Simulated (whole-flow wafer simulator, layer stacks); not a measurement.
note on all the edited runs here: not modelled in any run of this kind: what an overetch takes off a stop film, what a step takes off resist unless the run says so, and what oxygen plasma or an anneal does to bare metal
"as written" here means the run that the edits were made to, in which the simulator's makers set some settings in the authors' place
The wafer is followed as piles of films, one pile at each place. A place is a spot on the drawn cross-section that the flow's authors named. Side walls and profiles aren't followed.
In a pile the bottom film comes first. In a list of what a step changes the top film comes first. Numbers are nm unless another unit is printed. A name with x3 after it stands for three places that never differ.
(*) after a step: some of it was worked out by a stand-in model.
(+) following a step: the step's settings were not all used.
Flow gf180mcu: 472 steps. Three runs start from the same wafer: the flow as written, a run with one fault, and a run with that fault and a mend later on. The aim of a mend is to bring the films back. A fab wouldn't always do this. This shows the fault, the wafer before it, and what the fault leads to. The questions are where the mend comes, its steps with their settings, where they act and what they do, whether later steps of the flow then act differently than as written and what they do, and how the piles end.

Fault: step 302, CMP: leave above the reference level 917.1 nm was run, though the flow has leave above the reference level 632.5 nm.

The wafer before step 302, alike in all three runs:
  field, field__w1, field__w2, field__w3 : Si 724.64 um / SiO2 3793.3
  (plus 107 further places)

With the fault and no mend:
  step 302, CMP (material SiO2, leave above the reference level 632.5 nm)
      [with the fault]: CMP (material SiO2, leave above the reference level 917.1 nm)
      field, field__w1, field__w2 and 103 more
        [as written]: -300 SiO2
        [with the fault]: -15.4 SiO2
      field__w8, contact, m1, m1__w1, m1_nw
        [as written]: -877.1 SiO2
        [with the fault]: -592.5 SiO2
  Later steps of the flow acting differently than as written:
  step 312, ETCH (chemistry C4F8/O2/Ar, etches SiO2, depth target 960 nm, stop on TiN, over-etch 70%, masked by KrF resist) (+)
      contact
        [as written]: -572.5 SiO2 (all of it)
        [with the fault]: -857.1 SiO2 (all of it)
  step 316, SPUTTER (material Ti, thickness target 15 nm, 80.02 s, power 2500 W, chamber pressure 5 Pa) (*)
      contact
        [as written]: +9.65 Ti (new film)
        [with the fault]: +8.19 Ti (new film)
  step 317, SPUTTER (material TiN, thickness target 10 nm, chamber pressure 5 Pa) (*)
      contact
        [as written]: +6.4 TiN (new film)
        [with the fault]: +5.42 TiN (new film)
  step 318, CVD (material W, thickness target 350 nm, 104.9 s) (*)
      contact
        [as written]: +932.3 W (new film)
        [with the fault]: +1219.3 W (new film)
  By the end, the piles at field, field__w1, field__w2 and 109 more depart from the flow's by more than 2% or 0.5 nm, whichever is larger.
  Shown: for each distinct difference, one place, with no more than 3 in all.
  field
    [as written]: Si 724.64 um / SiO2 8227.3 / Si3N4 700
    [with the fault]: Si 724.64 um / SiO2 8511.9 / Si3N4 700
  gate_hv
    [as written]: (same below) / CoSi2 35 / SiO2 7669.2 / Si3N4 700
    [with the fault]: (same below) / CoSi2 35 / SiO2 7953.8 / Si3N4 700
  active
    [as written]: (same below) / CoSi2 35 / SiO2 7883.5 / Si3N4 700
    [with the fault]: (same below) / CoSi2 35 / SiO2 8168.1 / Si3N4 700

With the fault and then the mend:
  The mend stands after step 302.
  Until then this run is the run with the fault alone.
  step 302a, CMP (material SiO2, leave above the reference level 632.5 nm) (the flow's step 302 again)
      field, field__w1, field__w2 and 108 more
        -284.6 SiO2
  None of the later steps of the flow acts differently than as written at any place that is followed.
  By the end, the piles equal the flow's at every place that both follow.
